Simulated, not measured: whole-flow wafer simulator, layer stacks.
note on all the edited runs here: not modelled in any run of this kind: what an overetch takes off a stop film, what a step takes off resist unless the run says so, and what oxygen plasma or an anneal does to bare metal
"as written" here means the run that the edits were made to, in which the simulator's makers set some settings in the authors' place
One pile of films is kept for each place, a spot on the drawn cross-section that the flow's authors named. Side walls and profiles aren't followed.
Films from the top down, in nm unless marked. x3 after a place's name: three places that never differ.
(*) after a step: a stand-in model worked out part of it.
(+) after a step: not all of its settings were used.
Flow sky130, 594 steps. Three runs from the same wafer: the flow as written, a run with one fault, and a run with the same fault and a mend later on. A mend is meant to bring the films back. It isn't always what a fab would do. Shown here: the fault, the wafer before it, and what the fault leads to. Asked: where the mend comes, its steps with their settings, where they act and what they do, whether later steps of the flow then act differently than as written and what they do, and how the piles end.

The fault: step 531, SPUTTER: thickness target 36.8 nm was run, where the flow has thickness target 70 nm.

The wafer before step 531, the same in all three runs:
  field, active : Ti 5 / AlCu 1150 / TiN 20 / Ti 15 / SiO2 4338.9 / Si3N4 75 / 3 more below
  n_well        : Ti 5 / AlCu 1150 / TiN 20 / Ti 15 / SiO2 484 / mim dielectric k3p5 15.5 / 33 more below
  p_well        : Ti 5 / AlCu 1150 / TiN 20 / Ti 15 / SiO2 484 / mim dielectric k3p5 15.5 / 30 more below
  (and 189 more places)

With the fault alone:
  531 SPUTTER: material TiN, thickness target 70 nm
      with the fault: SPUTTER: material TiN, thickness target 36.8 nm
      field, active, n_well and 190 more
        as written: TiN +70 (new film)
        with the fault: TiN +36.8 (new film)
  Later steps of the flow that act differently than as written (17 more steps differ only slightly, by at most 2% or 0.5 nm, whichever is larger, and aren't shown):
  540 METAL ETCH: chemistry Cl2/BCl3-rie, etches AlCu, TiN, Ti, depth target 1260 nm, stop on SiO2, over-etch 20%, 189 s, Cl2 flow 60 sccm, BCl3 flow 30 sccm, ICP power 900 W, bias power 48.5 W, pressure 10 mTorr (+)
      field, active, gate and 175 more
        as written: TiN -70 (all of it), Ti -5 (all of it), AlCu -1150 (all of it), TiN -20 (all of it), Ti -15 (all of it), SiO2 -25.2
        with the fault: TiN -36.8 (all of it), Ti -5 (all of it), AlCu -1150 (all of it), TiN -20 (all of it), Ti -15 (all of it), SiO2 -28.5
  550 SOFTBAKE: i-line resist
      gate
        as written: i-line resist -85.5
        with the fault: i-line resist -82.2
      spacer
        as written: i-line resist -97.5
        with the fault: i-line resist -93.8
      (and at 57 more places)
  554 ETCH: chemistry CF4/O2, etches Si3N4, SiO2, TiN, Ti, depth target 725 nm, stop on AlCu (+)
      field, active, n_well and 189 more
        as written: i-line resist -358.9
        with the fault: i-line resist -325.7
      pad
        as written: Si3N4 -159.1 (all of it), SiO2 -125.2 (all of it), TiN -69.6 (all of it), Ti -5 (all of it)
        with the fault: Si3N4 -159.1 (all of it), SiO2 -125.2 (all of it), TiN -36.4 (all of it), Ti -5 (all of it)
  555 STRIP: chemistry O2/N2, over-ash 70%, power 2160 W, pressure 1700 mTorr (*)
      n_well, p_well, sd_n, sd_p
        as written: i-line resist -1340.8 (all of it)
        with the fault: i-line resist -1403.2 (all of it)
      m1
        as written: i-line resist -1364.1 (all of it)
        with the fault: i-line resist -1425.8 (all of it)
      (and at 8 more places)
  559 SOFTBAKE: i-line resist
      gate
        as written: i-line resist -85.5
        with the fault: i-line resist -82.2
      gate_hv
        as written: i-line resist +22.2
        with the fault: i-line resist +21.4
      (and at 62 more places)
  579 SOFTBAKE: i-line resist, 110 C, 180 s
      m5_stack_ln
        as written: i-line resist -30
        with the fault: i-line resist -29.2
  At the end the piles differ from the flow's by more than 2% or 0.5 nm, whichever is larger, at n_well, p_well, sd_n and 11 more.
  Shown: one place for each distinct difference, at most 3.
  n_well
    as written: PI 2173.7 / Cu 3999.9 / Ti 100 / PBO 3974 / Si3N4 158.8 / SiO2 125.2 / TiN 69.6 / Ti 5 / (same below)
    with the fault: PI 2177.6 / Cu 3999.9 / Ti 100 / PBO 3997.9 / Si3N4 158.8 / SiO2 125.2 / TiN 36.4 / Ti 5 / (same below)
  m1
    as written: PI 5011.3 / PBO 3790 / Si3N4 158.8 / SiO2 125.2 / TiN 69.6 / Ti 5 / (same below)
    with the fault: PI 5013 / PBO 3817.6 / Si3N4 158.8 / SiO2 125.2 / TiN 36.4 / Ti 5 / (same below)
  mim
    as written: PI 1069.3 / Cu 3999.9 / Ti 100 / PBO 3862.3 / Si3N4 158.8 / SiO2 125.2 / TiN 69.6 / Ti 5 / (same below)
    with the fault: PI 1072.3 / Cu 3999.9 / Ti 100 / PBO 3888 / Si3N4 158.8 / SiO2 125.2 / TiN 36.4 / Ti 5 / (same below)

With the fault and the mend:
  The mend comes after step 531.
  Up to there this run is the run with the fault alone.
  531a SPUTTER: material TiN, thickness target 33.2 nm (the flow's step 531 once more, with other settings)
      field, active, n_well and 190 more
        TiN +33.2
  No later step of the flow acts differently than as written at any place that is followed.
  At the end the piles are the same as the flow's at every place that both follow.
